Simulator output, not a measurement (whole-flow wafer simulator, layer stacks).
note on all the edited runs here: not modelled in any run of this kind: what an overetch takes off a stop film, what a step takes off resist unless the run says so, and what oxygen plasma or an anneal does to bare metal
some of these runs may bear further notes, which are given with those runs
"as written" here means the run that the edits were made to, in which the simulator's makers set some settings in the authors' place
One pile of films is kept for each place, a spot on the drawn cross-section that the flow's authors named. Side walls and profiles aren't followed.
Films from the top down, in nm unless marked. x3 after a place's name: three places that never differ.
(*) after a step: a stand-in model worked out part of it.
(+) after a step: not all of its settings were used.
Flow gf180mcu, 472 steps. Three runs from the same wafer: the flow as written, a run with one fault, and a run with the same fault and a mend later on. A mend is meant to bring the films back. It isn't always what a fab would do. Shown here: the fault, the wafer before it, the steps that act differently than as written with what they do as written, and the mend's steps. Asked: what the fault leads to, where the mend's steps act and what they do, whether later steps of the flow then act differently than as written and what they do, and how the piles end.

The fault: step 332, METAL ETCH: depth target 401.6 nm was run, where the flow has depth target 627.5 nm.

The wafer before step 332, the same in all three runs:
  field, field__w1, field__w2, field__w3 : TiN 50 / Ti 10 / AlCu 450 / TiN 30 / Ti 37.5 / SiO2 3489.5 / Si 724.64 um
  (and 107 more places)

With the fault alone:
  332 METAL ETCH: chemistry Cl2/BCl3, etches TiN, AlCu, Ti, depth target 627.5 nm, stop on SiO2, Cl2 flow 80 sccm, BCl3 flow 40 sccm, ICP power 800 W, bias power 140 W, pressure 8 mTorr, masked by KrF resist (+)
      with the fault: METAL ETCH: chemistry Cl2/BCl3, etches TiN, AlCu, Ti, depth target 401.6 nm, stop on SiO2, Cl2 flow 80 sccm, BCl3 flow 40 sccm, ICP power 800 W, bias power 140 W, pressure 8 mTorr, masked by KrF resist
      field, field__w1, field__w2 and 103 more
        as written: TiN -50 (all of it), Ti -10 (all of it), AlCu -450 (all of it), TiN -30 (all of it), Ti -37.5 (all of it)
        with the fault: TiN -50 (all of it), Ti -10 (all of it), AlCu -341.6
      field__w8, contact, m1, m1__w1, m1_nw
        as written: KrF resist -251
        with the fault: KrF resist -160.6
  Later steps of the flow that act differently than as written:
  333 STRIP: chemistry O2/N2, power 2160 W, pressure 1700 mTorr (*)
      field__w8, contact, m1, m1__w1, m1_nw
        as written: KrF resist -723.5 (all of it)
        with the fault: KrF resist -813.9 (all of it)
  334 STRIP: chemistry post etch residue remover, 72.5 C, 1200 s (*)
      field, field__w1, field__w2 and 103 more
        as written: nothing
        with the fault: AlCu -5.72
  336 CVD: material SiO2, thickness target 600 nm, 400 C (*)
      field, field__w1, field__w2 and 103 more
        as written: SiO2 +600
        with the fault: SiO2 +600 (new film)
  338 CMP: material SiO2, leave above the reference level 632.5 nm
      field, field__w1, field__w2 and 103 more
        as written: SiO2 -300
        with the fault: SiO2 -470.2
  At the end the piles differ from the flow's by more than 2% or 0.5 nm, whichever is larger, at field, field__w1, field__w2 and 104 more.
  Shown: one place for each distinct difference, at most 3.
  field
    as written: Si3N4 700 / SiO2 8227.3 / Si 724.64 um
    with the fault: Si3N4 700 / SiO2 4567.6 / AlCu 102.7 / TiN 30 / Ti 37.5 / SiO2 3489.5 / Si 724.64 um
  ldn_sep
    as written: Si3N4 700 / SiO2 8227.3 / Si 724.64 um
    with the fault: Si3N4 700 / SiO2 4567.6 / AlCu 102.7 / TiN 30 / Ti 37.5 / SiO2 3489.4 / Si 724.64 um
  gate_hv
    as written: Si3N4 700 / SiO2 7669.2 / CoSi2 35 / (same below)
    with the fault: Si3N4 700 / SiO2 4567.6 / AlCu 102.7 / TiN 30 / Ti 37.5 / SiO2 2931.3 / CoSi2 35 / (same below)

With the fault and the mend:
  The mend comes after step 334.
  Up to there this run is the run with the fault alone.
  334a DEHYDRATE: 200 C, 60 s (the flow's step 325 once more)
      changes no film at any place that is followed
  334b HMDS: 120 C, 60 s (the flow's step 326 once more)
      changes no film at any place that is followed
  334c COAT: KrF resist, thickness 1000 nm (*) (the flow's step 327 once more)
      iso_ptap_pw, iso_ntap_nw, iso_nw_fld and 33 more
        KrF resist +1000 (new film)
      field__w3, field__w9, field__w12 and 12 more
        KrF resist +1002.7 (new film)
      field__w5, field_sub__w5, ld_gate_p and 6 more
        KrF resist +1002.6 (new film)
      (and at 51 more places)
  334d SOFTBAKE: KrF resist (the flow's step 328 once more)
      changes no film at any place that is followed
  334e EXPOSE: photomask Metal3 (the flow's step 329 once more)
      changes no film at any place that is followed
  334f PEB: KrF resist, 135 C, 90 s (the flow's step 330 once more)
      field__w1, field__w2, field__w3 and 57 more
        KrF resist -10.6
      iso_ptap_pw, iso_ntap_nw, iso_nw_fld and 33 more
        KrF resist -10.5
      gate_hv, sd_p, nw_sep_fld, polyc_n
        KrF resist -10.7
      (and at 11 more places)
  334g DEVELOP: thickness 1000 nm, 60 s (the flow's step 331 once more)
      iso_ptap_pw, iso_ntap_nw, iso_nw_fld and 33 more
        KrF resist -989.5 (all of it)
      field__w5, field__w9, field_sub and 13 more
        KrF resist -992.1 (all of it)
      field_sub__w2, field_sub__w4, ld_drn_n and 9 more
        KrF resist -992 (all of it)
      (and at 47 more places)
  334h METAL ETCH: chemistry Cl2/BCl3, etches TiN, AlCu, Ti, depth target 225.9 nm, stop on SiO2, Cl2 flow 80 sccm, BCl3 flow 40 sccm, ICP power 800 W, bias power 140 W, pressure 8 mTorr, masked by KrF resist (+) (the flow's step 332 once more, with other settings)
      field, field__w1, field__w2 and 103 more
        AlCu -102.7 (all of it), TiN -30 (all of it), Ti -37.5 (all of it)
      field__w8, contact, m1, m1__w1, m1_nw
        KrF resist -90.4
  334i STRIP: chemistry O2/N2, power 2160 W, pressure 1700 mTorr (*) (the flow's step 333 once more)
      field__w8
        KrF resist -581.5 (all of it)
      contact
        KrF resist -579.5 (all of it)
      m1
        KrF resist -581.9 (all of it)
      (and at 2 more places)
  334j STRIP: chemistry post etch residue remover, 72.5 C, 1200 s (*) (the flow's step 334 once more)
      field__w8, contact, m1, m1__w1, m1_nw
        TiN -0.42
  No later step of the flow acts differently than as written, at any place that is followed, by more than 2% or 0.5 nm, whichever is larger.
  At the end the piles differ from the flow's only slightly at the places that both follow, by at most 2% or 0.5 nm, whichever is larger.
